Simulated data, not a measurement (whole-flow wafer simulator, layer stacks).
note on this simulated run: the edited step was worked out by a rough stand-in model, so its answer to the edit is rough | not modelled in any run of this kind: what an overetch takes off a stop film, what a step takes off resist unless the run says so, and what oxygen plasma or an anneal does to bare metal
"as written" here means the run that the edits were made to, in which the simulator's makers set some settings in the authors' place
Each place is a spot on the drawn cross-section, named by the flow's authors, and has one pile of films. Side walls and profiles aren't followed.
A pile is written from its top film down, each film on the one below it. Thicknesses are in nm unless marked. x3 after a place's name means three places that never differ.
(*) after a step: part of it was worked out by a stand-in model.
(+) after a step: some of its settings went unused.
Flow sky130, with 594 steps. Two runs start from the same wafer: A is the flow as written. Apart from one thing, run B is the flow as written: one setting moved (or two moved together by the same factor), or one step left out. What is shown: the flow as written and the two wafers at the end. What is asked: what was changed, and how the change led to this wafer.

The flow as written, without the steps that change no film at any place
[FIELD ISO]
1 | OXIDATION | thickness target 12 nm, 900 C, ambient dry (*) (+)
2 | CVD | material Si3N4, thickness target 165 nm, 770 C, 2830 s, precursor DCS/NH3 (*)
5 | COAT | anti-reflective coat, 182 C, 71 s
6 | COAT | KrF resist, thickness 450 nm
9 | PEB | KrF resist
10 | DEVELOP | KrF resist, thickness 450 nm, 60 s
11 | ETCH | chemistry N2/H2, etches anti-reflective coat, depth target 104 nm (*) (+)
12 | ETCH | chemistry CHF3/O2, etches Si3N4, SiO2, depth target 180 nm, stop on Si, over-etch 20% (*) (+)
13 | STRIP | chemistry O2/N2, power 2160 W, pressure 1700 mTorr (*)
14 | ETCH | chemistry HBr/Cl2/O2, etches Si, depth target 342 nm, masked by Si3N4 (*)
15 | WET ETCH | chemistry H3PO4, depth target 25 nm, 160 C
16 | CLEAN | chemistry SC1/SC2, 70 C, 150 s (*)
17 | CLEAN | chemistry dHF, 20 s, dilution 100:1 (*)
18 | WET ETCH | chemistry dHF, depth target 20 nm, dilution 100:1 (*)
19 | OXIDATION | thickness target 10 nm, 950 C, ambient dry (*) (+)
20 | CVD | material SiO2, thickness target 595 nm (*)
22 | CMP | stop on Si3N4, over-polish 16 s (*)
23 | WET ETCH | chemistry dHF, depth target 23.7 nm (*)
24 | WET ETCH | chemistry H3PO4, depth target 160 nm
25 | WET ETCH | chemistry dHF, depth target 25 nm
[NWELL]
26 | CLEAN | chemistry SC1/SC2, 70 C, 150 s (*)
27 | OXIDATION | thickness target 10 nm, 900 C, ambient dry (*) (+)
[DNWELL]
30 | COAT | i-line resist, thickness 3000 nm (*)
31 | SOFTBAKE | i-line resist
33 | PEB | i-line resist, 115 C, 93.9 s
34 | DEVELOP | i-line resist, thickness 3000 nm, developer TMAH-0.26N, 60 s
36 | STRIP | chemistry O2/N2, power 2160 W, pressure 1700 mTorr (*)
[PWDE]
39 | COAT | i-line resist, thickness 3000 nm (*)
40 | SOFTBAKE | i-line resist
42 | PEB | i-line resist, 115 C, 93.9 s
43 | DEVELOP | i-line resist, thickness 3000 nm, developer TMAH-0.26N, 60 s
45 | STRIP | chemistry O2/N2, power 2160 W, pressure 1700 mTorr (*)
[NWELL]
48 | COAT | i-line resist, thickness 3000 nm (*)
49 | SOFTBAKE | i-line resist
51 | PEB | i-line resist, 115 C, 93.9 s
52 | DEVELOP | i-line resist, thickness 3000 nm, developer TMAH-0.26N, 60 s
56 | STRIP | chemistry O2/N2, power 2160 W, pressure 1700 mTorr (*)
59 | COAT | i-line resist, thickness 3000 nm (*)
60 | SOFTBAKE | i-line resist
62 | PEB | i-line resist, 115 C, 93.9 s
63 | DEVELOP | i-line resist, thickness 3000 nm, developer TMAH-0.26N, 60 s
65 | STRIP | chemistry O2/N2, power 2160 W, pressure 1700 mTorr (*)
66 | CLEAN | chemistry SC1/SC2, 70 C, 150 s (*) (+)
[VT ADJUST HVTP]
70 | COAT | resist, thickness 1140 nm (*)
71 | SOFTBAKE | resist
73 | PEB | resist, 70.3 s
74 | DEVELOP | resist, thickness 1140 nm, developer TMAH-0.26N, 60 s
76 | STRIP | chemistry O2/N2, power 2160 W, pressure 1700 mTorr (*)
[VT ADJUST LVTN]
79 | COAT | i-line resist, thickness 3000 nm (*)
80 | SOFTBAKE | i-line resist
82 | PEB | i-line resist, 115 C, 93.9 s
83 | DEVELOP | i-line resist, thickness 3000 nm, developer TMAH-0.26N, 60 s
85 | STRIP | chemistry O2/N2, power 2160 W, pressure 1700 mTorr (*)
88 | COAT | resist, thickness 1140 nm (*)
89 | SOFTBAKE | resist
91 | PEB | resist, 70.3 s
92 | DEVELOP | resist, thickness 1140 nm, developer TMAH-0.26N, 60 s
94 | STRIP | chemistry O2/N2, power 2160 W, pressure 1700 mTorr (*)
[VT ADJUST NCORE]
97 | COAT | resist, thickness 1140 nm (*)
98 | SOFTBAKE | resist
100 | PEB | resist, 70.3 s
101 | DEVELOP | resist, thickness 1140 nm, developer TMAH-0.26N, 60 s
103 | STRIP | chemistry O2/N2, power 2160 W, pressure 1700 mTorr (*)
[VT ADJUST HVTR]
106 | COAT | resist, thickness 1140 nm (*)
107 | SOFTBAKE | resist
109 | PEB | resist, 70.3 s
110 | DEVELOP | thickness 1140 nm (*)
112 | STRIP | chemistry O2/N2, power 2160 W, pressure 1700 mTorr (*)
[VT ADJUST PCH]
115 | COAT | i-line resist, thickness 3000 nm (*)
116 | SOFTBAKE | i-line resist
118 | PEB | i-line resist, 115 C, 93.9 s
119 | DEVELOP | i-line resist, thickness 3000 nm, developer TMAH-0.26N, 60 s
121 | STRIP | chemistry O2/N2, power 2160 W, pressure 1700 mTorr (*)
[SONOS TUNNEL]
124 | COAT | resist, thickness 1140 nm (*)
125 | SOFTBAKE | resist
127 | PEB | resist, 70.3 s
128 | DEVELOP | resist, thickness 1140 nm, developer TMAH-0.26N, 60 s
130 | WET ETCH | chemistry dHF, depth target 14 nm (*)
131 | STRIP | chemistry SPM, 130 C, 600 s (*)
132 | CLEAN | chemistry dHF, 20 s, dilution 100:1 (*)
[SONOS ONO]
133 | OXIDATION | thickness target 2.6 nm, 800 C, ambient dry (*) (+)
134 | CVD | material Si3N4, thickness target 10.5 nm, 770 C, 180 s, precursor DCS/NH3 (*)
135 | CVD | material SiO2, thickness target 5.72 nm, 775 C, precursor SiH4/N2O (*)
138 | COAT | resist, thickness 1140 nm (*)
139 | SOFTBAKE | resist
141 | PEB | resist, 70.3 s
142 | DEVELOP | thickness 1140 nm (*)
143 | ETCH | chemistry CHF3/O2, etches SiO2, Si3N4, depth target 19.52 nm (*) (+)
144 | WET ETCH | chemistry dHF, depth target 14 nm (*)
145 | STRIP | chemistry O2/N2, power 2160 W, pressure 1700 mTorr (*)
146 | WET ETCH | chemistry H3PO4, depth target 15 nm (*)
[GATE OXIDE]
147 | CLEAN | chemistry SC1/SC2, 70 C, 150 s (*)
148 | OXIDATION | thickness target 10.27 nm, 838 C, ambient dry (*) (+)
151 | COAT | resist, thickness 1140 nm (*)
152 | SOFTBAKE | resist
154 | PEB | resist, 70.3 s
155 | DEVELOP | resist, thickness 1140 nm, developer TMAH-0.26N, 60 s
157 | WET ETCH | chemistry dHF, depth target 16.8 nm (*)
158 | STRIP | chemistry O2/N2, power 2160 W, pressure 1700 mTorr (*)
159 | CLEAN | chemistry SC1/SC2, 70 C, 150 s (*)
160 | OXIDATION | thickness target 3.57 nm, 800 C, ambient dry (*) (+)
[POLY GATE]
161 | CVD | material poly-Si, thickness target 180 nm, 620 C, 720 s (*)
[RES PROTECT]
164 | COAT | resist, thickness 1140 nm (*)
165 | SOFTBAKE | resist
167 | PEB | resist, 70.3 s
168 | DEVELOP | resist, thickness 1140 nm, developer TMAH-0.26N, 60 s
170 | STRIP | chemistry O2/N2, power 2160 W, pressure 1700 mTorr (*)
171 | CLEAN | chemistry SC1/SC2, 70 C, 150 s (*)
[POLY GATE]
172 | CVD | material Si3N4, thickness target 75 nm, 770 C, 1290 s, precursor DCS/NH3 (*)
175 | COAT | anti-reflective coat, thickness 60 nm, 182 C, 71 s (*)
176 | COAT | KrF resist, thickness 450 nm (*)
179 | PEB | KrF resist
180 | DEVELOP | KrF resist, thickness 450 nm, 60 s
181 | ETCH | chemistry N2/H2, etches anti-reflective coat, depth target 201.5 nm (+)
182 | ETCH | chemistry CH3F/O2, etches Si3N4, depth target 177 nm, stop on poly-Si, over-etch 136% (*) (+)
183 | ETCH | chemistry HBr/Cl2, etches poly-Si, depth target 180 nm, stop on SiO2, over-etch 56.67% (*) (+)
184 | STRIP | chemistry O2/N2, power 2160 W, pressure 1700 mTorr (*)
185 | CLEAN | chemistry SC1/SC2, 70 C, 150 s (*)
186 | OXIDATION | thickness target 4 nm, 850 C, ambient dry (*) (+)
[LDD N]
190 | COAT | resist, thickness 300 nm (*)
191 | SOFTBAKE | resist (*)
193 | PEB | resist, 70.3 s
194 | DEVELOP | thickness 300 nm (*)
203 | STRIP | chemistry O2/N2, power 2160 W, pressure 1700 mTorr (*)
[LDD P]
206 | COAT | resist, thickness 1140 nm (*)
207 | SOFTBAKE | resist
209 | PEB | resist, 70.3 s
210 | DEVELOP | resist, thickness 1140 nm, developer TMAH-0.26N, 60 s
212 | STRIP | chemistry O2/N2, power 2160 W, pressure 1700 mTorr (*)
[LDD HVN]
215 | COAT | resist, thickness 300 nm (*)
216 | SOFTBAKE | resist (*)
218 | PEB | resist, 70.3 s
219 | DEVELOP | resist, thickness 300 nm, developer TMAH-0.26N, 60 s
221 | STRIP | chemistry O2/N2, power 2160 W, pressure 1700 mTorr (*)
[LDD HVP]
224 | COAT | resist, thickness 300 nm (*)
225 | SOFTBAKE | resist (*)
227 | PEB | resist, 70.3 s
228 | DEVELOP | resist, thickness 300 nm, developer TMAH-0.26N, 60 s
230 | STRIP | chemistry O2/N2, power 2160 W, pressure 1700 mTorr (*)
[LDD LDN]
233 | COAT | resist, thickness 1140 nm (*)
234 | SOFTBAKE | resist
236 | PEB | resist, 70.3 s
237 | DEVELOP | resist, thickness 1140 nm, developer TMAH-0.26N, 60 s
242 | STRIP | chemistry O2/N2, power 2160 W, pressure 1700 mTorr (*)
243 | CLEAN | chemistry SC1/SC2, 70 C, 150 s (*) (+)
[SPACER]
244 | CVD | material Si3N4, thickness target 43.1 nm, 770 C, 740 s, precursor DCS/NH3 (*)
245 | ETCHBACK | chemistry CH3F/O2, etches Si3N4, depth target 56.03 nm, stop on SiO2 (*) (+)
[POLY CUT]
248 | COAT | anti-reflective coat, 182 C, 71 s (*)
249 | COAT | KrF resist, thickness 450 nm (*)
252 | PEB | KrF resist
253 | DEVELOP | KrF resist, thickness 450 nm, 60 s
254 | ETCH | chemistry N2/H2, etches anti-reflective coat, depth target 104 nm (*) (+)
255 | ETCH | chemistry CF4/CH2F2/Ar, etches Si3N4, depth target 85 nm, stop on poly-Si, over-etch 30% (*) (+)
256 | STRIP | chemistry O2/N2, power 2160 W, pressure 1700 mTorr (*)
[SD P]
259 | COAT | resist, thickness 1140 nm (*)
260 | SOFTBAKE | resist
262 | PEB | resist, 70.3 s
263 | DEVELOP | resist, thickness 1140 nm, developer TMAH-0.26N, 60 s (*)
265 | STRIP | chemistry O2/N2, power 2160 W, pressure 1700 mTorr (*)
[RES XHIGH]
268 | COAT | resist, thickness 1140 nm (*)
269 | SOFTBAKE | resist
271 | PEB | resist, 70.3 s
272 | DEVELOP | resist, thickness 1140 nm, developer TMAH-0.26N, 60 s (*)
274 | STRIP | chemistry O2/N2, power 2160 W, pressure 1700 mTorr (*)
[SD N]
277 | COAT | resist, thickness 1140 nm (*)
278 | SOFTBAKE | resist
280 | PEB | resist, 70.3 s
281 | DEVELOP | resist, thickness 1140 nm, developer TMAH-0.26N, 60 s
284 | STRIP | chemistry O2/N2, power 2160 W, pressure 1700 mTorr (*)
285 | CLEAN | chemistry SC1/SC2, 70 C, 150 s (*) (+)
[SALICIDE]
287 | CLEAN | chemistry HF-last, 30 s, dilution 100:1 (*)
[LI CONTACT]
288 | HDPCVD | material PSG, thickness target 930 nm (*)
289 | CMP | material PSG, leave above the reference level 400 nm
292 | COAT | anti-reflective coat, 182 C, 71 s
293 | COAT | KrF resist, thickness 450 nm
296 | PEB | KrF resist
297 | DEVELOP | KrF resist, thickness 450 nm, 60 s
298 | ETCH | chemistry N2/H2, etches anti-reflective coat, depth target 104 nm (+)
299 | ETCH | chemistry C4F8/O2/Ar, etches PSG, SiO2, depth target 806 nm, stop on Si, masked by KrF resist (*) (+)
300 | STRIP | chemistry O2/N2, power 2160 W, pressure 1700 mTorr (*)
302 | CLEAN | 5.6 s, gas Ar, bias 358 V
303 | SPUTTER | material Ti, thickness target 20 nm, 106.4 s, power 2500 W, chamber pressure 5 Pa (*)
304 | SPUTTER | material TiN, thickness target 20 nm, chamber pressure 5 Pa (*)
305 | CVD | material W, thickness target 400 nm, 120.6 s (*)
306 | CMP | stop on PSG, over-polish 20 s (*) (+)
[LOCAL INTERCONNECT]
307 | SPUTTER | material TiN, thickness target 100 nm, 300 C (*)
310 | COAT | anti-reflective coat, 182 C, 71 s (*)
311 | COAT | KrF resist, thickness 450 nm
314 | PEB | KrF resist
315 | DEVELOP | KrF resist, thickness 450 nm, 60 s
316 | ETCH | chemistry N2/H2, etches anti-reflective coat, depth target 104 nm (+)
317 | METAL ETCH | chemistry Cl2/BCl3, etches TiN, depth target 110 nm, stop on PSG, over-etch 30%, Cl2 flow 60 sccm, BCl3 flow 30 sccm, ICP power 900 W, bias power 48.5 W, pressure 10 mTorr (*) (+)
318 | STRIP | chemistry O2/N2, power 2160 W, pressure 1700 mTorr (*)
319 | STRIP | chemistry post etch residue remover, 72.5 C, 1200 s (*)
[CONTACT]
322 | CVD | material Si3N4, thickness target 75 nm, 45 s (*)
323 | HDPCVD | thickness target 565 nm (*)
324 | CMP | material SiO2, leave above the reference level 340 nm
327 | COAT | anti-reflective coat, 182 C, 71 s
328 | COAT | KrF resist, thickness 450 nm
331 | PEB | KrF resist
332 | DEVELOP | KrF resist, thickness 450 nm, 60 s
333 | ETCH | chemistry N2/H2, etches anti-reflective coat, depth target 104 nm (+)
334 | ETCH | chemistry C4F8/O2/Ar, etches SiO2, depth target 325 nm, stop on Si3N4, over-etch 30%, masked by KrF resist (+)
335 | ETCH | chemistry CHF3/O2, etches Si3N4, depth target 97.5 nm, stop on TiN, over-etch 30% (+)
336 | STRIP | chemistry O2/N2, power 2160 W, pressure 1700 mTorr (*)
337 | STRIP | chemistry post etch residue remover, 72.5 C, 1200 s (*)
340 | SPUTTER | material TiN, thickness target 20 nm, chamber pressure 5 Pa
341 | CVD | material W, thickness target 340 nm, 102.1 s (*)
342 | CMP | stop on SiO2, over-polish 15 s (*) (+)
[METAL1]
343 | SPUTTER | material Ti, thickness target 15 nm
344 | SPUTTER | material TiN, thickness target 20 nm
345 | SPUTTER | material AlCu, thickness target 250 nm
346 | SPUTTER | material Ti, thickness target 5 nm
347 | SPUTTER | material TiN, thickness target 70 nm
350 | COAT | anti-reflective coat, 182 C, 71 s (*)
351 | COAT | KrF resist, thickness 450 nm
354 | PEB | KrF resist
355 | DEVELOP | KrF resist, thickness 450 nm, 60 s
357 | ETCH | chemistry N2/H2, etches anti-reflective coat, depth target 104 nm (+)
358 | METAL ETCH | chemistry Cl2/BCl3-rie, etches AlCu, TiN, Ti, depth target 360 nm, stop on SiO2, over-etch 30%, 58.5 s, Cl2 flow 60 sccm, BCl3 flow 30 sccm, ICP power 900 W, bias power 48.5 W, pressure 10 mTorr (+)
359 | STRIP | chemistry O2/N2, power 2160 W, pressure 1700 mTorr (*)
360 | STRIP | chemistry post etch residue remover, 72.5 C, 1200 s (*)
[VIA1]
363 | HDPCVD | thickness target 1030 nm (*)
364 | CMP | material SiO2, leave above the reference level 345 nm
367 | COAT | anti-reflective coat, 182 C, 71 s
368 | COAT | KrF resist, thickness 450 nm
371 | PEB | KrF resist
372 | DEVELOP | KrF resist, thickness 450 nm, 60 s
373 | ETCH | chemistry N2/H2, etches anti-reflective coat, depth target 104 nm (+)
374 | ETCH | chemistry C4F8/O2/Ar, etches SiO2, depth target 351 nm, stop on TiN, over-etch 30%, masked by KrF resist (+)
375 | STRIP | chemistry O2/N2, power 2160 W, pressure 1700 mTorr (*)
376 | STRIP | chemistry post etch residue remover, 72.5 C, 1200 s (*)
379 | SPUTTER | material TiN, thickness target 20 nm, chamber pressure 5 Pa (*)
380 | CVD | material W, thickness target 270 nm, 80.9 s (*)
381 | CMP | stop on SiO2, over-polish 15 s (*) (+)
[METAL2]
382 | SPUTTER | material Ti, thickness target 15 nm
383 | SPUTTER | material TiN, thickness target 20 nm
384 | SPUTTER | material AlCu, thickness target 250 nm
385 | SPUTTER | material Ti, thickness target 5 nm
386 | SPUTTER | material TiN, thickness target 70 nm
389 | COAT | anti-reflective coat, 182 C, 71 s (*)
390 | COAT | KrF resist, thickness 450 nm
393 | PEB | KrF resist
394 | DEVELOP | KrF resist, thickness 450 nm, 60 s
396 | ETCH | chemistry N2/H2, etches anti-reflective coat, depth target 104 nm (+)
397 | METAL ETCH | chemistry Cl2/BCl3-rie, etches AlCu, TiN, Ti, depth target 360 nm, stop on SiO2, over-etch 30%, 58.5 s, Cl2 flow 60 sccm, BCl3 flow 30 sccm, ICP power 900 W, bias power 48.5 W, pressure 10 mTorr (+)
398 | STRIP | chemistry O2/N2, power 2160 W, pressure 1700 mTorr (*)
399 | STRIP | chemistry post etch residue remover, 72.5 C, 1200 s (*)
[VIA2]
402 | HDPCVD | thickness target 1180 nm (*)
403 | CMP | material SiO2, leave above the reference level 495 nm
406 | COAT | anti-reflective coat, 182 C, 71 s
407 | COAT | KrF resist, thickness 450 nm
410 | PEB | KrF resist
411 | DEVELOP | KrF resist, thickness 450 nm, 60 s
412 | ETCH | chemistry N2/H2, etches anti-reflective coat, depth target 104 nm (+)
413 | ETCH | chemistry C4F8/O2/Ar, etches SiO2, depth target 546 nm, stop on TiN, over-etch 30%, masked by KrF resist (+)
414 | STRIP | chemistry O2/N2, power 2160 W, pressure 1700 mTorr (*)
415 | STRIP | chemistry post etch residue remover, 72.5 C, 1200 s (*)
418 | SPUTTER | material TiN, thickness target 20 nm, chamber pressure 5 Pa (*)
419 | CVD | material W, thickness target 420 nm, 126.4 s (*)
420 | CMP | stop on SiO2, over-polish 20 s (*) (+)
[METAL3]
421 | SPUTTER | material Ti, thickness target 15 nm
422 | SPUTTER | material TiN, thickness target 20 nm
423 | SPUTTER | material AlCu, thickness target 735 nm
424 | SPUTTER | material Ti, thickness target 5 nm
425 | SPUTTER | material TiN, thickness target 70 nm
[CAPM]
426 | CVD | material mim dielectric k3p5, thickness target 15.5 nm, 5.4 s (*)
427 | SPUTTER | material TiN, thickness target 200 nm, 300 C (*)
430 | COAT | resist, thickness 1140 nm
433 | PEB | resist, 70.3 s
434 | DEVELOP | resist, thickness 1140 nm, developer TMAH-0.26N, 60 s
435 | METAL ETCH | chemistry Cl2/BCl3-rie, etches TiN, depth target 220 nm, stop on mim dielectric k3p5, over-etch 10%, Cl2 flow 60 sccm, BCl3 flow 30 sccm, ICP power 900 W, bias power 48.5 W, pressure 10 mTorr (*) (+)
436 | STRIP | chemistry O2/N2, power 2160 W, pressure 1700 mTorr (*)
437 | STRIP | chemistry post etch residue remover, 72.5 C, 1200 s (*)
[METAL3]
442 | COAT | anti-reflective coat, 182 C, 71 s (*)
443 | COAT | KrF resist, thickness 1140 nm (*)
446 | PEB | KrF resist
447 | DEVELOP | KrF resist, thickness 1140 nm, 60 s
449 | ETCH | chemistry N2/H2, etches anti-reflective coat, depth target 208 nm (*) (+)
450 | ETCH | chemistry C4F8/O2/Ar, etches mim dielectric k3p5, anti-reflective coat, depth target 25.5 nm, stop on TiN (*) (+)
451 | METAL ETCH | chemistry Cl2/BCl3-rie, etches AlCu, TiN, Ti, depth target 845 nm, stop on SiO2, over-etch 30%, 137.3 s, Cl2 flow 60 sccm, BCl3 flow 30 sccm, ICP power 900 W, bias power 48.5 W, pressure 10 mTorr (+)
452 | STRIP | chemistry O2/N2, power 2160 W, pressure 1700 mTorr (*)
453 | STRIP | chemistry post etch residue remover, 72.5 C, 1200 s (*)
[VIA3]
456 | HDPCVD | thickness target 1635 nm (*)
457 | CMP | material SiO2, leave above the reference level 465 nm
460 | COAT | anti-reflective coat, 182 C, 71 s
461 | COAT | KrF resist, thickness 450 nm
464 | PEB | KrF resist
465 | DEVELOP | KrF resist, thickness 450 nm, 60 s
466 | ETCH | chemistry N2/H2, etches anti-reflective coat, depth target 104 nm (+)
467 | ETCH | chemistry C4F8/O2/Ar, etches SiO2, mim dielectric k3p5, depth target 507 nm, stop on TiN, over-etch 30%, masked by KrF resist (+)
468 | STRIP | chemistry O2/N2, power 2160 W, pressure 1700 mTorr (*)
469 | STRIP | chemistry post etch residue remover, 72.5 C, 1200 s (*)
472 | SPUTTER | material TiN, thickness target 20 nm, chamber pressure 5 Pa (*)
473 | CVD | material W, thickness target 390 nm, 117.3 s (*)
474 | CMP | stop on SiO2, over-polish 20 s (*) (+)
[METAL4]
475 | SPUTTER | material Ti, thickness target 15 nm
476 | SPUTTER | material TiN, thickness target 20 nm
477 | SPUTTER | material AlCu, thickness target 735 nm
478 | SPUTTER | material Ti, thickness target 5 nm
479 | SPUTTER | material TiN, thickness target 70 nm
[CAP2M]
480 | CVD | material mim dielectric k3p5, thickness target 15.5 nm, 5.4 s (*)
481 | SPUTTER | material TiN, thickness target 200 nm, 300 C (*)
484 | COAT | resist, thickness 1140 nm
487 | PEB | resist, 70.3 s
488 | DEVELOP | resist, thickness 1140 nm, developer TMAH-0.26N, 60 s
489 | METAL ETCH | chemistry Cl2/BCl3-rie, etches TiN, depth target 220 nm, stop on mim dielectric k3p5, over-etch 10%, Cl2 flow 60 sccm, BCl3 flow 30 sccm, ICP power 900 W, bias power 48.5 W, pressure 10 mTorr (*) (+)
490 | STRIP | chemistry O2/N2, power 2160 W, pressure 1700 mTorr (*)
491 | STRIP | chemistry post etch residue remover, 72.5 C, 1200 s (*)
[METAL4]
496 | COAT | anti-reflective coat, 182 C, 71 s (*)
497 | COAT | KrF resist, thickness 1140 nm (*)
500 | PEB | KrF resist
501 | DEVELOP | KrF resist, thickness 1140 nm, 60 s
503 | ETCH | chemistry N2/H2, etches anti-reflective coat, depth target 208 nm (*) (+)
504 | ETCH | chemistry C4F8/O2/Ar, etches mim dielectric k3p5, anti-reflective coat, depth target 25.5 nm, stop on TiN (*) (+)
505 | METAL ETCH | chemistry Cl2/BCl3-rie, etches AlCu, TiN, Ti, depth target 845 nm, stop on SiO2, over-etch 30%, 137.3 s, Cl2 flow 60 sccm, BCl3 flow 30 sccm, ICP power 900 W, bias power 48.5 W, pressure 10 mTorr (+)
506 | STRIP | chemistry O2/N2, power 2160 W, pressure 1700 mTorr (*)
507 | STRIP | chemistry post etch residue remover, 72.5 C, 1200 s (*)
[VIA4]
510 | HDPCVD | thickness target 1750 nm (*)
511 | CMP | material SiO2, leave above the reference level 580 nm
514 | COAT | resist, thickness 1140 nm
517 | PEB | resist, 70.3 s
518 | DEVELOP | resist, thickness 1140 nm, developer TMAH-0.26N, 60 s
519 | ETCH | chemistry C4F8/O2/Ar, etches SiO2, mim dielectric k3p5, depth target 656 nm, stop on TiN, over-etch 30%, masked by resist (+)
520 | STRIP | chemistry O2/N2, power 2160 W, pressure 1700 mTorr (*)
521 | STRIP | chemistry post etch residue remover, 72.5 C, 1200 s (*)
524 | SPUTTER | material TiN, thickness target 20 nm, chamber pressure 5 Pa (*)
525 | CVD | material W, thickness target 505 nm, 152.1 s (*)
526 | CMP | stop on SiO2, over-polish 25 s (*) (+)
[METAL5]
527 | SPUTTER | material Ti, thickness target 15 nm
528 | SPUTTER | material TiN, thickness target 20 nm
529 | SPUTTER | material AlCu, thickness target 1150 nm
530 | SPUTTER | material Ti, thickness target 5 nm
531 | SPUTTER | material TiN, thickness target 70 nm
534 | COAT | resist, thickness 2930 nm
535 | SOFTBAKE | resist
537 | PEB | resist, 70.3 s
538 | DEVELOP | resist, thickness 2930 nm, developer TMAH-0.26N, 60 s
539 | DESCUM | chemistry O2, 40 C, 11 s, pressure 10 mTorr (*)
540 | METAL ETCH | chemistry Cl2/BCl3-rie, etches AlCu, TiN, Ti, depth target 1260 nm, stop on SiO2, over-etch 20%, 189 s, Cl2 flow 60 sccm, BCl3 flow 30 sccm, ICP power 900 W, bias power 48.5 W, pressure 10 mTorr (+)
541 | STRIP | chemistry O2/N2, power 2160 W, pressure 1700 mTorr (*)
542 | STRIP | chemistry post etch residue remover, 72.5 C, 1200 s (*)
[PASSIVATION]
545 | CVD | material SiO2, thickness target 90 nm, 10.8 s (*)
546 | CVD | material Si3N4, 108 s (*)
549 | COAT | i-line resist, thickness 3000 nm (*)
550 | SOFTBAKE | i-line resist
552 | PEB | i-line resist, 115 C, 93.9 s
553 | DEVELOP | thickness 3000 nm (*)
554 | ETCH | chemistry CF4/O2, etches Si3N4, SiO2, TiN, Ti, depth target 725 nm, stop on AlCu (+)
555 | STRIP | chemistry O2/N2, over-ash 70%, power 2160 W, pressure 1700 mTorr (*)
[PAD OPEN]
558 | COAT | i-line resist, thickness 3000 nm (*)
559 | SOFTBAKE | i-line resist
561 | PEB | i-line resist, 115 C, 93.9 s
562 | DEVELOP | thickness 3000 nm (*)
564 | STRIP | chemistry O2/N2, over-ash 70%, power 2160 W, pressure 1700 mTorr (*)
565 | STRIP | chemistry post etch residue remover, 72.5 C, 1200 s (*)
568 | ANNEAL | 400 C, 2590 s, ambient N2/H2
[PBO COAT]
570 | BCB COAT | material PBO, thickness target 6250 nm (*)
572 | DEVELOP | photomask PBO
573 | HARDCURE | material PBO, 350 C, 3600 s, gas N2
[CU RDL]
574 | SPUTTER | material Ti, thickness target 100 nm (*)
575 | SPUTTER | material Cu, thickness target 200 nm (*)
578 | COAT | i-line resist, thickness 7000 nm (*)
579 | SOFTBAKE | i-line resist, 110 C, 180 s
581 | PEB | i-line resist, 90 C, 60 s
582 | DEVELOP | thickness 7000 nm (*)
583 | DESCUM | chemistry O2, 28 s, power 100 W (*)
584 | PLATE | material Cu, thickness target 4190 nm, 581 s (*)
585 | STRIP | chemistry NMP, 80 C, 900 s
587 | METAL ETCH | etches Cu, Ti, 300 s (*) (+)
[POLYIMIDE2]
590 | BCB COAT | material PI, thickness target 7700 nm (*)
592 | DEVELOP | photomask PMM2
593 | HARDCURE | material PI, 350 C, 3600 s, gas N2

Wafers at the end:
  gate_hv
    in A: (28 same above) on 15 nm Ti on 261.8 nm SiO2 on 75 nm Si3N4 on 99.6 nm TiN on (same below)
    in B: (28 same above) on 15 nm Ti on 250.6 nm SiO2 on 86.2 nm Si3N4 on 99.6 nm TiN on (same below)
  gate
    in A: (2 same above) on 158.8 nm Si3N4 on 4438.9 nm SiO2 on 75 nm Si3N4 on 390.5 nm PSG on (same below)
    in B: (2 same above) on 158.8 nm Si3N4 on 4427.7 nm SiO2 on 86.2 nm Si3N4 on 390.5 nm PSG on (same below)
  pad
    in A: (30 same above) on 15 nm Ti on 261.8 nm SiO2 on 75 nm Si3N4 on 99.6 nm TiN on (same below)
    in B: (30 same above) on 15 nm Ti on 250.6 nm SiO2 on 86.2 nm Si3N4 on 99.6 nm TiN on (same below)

The reason: step 322, CVD: thickness target 86.2 nm was run, while the flow as written has thickness target 75 nm; step 322, CVD: 51.7 s was run, where the flow has 45 s.
One can read it off the wafer: gate_hv has Si3N4 86.2, and step 322 as written asks for 75 nm.

The path from the change to this, step by step:
  322 | CVD | material Si3N4, thickness target 75 nm, 45 s (*)
      field, active, n_well and 188 more: A +75 Si3N4 (new film) | B +86.2 Si3N4 (new film)
  324 | CMP | material SiO2, leave above the reference level 340 nm
      n_well, p_well, gate_hv and 93 more: A -300 SiO2 | B -311.2 SiO2
      field, active, gate and 88 more: A -200.4 SiO2 | B -211.6 SiO2
      (as well as at 4 more places)
  334 | ETCH | chemistry C4F8/O2/Ar, etches SiO2, depth target 325 nm, stop on Si3N4, over-etch 30%, masked by KrF resist (+)
      poly_licon, ndiff_licon, ndiff_licon_cpp, rpo_hd_licon: A -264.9 SiO2 (all of it) | B -253.7 SiO2 (all of it)
  335 | ETCH | chemistry CHF3/O2, etches Si3N4, depth target 97.5 nm, stop on TiN, over-etch 30% (+)
      poly_licon, ndiff_licon, ndiff_licon_cpp, rpo_hd_licon: A -75 Si3N4 (all of it) | B -86.2 Si3N4 (all of it)
